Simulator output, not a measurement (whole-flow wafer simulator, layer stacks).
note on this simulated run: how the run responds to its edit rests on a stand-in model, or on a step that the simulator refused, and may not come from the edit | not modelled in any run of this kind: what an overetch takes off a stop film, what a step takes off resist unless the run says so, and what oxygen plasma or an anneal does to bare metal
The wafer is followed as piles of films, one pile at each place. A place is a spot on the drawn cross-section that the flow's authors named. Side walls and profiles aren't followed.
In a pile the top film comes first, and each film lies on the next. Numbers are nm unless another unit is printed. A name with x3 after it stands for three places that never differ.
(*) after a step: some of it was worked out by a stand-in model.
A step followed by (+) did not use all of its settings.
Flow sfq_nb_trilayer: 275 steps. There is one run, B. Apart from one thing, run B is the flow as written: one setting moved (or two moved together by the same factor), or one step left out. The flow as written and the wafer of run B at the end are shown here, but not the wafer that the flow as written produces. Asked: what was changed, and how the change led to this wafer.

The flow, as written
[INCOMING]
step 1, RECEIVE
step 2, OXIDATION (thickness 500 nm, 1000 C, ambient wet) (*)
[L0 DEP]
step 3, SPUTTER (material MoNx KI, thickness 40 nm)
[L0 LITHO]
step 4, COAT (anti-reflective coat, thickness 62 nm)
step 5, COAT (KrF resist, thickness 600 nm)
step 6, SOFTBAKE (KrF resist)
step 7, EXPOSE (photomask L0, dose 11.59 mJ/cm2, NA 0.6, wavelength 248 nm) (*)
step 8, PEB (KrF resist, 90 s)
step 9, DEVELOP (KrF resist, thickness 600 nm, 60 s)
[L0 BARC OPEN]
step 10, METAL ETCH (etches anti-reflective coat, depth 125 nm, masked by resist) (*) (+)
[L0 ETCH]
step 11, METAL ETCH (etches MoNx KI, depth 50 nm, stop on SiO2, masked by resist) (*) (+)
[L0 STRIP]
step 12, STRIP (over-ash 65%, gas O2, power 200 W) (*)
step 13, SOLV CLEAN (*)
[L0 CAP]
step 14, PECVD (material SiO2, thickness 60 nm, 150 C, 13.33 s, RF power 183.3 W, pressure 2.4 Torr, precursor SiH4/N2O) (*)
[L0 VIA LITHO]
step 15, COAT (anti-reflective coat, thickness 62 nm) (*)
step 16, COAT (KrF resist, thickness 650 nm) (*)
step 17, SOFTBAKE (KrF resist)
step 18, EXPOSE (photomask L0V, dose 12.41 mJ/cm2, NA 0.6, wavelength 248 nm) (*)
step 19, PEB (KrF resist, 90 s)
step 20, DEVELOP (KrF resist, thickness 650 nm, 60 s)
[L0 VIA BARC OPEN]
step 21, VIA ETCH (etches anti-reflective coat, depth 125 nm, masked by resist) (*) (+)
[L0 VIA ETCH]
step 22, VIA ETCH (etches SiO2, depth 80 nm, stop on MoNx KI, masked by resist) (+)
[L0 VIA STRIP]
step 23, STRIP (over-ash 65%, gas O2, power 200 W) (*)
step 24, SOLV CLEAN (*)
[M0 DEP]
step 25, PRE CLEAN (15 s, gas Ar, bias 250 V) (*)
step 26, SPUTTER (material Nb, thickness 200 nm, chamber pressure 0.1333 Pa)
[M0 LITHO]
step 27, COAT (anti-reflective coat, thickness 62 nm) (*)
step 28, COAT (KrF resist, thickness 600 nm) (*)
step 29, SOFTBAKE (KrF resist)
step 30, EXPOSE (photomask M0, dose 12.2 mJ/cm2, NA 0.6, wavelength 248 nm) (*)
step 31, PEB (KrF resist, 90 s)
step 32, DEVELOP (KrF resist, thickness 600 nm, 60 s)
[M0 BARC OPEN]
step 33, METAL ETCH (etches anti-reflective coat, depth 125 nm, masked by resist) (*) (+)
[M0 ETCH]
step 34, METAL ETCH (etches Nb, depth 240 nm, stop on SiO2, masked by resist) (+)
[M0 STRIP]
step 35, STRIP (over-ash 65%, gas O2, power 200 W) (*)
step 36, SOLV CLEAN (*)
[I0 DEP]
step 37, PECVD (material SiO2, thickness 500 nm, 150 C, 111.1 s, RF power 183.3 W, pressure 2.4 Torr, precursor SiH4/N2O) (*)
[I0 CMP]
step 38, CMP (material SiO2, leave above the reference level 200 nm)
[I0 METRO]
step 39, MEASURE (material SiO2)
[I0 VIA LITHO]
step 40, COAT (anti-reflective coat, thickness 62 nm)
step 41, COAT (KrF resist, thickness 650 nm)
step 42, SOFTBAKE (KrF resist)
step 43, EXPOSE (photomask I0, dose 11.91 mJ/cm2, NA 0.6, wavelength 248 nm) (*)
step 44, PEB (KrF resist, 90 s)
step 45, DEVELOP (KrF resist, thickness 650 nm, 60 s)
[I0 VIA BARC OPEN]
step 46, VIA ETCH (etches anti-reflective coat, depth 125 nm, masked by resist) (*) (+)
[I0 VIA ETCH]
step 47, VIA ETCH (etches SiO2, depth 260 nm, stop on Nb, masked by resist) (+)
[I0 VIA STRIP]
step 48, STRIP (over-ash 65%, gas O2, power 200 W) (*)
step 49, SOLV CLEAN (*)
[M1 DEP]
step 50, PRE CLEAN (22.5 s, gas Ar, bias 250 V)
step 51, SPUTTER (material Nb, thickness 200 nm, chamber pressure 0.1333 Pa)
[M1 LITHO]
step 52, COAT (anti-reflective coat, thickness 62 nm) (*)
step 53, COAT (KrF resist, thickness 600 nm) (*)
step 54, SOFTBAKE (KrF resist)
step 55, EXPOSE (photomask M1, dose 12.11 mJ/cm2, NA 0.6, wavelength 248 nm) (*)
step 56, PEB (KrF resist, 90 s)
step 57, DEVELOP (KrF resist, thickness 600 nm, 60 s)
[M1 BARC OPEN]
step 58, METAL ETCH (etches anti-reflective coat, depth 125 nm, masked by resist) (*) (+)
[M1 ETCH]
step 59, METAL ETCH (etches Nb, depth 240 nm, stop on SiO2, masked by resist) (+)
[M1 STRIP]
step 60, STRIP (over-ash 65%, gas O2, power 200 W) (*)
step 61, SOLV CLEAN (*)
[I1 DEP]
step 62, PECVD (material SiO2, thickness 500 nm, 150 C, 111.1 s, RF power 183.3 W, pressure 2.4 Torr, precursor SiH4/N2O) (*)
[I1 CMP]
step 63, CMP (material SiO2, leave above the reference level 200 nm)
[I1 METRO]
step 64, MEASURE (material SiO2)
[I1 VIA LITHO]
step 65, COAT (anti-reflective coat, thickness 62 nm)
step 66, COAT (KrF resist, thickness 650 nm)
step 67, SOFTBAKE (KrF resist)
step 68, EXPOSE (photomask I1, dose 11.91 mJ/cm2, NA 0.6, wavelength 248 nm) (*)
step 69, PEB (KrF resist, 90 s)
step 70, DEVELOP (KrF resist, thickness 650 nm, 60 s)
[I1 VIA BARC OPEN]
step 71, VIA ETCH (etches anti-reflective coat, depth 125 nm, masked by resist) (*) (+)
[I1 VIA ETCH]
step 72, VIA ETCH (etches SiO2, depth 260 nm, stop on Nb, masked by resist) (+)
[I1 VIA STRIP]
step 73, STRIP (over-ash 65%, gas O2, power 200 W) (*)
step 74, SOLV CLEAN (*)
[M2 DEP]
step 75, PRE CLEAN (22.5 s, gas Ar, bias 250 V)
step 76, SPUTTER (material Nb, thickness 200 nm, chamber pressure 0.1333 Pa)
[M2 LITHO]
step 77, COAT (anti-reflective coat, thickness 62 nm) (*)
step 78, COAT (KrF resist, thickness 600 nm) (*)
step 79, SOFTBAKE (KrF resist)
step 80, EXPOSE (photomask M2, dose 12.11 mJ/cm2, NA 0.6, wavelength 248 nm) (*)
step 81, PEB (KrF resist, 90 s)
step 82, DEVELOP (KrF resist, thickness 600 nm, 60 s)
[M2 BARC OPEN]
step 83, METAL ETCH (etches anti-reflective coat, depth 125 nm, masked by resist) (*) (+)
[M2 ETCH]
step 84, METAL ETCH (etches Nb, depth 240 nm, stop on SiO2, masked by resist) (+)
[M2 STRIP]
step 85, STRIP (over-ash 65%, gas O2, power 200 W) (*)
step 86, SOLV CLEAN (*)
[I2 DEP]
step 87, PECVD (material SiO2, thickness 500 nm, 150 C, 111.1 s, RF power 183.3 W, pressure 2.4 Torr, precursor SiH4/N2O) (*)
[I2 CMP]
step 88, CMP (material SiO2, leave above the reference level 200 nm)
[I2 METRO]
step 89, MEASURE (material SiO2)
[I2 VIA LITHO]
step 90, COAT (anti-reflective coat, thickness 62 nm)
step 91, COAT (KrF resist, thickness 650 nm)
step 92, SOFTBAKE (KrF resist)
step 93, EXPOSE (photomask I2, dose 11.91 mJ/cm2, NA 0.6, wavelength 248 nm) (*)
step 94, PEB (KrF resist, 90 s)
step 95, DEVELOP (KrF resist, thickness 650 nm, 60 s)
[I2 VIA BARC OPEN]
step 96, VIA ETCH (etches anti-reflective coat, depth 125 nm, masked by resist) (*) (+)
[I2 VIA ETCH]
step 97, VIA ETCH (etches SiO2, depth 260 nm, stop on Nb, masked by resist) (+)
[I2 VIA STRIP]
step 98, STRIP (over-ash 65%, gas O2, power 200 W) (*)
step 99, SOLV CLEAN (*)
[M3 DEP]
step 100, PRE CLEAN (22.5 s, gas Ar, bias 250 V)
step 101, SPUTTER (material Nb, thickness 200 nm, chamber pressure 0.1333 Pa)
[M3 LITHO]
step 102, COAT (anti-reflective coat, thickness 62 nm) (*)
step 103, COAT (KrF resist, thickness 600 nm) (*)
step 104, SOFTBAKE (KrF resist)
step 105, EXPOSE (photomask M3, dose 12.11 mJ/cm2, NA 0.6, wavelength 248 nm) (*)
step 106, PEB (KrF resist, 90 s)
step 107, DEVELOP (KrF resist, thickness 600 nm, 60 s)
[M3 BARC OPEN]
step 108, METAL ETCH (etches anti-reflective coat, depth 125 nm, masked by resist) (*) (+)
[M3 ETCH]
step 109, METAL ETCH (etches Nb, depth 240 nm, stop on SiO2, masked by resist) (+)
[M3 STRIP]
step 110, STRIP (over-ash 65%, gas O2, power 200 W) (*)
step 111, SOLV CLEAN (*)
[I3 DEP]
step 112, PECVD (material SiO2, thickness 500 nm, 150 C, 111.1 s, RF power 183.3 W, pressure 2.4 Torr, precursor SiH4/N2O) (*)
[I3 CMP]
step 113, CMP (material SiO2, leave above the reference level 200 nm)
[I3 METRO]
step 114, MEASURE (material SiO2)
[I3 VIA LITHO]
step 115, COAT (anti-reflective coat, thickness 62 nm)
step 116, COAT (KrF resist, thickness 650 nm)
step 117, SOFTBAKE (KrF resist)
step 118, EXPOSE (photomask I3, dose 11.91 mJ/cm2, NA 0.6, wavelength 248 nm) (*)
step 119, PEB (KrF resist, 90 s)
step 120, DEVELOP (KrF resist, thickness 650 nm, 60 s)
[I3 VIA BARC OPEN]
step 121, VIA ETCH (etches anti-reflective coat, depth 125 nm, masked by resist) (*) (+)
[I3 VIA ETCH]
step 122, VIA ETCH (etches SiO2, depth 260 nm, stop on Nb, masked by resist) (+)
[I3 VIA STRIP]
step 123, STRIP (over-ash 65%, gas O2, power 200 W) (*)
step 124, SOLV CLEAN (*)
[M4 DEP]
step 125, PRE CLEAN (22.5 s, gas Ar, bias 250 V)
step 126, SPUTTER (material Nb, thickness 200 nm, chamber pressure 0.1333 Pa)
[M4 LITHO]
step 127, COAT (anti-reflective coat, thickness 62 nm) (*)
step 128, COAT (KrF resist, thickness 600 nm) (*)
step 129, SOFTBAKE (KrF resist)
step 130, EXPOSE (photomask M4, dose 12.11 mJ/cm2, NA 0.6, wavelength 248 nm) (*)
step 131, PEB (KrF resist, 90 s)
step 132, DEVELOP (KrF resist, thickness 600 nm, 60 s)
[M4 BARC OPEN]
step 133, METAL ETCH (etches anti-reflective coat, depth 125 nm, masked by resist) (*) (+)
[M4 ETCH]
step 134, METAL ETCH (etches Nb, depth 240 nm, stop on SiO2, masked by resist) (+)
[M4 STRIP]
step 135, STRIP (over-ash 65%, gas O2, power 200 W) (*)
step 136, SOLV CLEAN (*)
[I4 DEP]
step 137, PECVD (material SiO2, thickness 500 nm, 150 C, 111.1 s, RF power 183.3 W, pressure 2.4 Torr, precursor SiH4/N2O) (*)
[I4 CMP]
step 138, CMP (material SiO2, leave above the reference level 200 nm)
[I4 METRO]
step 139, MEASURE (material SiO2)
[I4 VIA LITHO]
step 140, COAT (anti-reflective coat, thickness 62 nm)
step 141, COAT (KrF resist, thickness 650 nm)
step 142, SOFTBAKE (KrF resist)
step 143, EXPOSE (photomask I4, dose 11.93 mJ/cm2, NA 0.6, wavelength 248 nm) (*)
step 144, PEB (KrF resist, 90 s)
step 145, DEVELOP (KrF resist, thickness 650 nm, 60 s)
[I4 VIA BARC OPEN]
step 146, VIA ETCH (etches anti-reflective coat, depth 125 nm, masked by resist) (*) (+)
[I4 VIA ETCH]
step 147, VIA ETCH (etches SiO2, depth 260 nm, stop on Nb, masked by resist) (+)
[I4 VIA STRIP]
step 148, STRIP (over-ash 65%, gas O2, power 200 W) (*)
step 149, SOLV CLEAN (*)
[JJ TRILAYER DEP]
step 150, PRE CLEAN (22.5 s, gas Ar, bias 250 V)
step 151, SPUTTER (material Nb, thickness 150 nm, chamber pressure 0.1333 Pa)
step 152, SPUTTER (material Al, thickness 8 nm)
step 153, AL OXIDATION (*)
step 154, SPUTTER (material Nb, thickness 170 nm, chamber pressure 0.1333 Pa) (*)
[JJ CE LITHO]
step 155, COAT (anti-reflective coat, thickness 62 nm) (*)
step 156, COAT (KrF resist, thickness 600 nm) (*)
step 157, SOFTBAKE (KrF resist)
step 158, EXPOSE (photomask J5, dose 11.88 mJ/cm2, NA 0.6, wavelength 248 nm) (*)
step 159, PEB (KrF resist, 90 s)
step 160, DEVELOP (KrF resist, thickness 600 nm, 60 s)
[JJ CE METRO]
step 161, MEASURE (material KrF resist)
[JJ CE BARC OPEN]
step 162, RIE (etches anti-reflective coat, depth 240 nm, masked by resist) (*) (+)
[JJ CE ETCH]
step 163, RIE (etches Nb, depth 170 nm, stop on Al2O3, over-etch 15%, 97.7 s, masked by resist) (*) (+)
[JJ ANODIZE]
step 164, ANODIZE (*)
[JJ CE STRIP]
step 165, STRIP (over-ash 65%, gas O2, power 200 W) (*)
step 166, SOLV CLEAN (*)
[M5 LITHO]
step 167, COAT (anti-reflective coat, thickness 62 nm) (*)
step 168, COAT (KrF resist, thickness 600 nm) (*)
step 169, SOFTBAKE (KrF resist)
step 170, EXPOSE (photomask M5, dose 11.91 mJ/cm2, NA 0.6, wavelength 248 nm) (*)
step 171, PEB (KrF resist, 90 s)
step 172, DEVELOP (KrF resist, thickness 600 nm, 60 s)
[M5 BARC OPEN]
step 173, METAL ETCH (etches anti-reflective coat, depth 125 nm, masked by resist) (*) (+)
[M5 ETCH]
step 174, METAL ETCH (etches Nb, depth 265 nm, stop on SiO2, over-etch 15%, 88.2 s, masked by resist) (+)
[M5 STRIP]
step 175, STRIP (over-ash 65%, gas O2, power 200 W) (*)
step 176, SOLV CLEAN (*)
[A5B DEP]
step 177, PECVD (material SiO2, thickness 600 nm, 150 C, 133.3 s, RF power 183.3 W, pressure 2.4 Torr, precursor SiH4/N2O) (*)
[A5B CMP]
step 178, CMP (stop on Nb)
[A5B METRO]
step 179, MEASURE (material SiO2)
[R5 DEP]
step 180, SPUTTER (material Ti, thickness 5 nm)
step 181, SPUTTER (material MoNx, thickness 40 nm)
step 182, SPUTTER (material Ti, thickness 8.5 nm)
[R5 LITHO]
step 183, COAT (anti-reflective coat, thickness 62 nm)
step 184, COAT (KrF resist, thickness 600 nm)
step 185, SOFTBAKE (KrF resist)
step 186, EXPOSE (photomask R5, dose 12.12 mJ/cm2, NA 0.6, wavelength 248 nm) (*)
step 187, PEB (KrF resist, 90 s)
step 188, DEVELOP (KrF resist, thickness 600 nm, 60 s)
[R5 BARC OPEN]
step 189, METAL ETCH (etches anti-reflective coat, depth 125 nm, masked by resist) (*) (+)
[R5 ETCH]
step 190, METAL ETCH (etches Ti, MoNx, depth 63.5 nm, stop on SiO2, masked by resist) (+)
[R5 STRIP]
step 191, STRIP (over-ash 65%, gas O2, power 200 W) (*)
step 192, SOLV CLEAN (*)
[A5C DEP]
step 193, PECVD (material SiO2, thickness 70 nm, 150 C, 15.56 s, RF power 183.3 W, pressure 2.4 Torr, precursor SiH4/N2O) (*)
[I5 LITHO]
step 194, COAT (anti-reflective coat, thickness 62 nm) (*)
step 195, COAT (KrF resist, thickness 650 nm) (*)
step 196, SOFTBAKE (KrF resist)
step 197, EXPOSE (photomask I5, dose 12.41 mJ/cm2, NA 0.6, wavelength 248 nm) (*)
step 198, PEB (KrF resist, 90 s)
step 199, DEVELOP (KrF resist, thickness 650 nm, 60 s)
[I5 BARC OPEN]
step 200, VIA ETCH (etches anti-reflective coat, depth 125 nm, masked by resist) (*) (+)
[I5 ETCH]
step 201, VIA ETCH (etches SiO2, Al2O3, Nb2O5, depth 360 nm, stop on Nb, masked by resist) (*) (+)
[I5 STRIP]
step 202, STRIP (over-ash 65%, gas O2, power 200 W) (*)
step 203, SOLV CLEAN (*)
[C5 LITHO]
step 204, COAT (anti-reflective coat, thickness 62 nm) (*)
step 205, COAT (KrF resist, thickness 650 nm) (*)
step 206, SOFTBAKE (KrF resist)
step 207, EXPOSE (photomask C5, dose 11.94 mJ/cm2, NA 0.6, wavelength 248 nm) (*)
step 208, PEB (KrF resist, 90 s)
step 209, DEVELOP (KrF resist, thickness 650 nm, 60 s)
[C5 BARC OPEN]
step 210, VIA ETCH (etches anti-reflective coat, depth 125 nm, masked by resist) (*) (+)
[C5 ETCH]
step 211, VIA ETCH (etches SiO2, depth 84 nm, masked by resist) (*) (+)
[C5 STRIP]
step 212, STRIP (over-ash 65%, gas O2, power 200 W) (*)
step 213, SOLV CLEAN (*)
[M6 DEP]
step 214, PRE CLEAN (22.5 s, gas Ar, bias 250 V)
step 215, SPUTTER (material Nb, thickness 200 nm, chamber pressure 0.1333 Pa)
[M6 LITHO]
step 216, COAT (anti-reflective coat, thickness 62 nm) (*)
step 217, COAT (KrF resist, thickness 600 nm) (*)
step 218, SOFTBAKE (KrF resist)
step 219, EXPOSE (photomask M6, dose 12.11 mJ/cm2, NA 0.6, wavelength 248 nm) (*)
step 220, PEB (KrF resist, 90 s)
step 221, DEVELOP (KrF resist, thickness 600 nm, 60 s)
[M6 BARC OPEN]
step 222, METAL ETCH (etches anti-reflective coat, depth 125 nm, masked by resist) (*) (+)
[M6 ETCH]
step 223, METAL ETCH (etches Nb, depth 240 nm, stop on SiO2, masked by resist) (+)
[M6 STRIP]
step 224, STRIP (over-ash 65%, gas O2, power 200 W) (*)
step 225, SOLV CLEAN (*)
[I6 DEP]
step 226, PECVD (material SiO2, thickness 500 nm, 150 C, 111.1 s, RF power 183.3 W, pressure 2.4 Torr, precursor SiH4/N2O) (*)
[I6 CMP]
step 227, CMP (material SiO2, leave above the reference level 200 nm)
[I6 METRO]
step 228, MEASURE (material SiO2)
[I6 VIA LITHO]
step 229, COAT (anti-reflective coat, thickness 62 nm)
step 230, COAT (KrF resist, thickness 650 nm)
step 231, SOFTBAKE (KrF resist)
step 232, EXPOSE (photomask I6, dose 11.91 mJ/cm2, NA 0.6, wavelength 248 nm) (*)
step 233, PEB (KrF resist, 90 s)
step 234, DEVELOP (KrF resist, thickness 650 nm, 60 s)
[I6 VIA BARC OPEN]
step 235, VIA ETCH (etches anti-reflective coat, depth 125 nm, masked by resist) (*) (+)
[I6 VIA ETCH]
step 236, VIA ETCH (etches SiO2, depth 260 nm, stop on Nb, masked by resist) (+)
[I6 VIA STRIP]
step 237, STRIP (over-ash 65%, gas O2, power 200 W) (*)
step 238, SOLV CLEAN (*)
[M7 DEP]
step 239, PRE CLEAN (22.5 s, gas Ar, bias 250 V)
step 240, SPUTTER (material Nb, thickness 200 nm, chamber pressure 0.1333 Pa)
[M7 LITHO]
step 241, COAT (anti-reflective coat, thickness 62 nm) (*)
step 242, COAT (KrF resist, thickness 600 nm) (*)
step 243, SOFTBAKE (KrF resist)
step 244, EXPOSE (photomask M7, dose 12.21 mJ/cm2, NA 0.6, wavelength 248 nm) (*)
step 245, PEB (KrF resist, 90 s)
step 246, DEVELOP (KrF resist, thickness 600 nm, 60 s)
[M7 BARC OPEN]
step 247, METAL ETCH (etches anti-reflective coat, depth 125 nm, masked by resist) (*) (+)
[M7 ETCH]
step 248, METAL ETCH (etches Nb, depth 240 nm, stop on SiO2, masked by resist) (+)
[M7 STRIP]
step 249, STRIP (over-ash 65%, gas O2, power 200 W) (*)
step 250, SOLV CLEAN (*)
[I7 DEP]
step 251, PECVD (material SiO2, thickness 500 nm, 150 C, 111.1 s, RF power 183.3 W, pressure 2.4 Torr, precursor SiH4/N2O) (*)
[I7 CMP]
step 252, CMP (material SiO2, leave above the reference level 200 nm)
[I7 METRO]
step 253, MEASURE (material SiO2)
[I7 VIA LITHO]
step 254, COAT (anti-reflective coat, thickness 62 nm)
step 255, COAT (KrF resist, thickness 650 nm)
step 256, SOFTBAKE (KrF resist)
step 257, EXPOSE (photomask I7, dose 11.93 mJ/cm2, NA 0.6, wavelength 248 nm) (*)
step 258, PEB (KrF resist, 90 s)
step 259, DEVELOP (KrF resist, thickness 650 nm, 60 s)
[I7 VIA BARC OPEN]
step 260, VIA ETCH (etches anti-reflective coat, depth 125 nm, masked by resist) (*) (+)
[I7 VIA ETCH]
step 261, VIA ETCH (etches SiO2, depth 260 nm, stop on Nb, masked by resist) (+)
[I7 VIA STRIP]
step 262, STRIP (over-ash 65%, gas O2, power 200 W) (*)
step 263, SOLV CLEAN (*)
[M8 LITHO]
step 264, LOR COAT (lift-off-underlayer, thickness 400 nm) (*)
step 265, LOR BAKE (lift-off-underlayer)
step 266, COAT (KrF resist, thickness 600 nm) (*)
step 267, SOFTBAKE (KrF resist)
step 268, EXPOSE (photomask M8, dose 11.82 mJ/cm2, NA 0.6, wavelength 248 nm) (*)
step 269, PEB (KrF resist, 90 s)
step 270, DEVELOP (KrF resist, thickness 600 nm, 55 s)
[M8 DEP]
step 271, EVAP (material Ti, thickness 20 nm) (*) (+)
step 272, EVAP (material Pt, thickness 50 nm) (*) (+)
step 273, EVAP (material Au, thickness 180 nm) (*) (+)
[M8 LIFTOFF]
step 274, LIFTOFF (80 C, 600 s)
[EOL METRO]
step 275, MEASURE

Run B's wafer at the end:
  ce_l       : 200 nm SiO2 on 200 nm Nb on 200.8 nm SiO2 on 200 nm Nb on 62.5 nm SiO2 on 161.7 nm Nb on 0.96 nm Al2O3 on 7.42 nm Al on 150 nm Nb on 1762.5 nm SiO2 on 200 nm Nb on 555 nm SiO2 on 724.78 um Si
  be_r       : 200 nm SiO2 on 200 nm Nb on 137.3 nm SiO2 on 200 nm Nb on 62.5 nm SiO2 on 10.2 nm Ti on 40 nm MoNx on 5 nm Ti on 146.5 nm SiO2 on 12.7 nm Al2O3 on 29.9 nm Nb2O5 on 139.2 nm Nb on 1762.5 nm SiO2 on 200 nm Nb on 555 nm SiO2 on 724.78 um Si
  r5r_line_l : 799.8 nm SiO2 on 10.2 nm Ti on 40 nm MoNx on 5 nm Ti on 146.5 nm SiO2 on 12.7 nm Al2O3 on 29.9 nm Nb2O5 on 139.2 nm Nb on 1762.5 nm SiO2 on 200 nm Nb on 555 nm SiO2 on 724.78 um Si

The reason: step 182, SPUTTER: thickness 10.2 nm was run, whereas the flow has thickness 8.5 nm.
The wafer lets one read it off: be_r has Ti 10.2, and step 182 as written asks for 8.5 nm.

How this came from the change, step by step:
  step 182, SPUTTER (material Ti, thickness 8.5 nm)
      field_l, v_sur, via_wl and 103 more: +10.2 Ti (new film) (in the flow as written it would be: +8.5 Ti (new film))
  step 190, METAL ETCH (etches Ti, MoNx, depth 63.5 nm, stop on SiO2, masked by resist) (+)
      field_l, v_sur, via_wl and 92 more: -10.2 Ti (all of it), -40 MoNx (all of it), -5 Ti (all of it) (in the flow as written it would be: -8.5 Ti (all of it), -40 MoNx (all of it), -5 Ti (all of it))
      ce_l, c5j, ce_r, wl_jj: -10.2 Ti (all of it), -40 MoNx (all of it), -5 Ti (all of it), -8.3 Nb (in the flow as written it would be: -8.5 Ti (all of it), -40 MoNx (all of it), -5 Ti (all of it), -10 Nb)
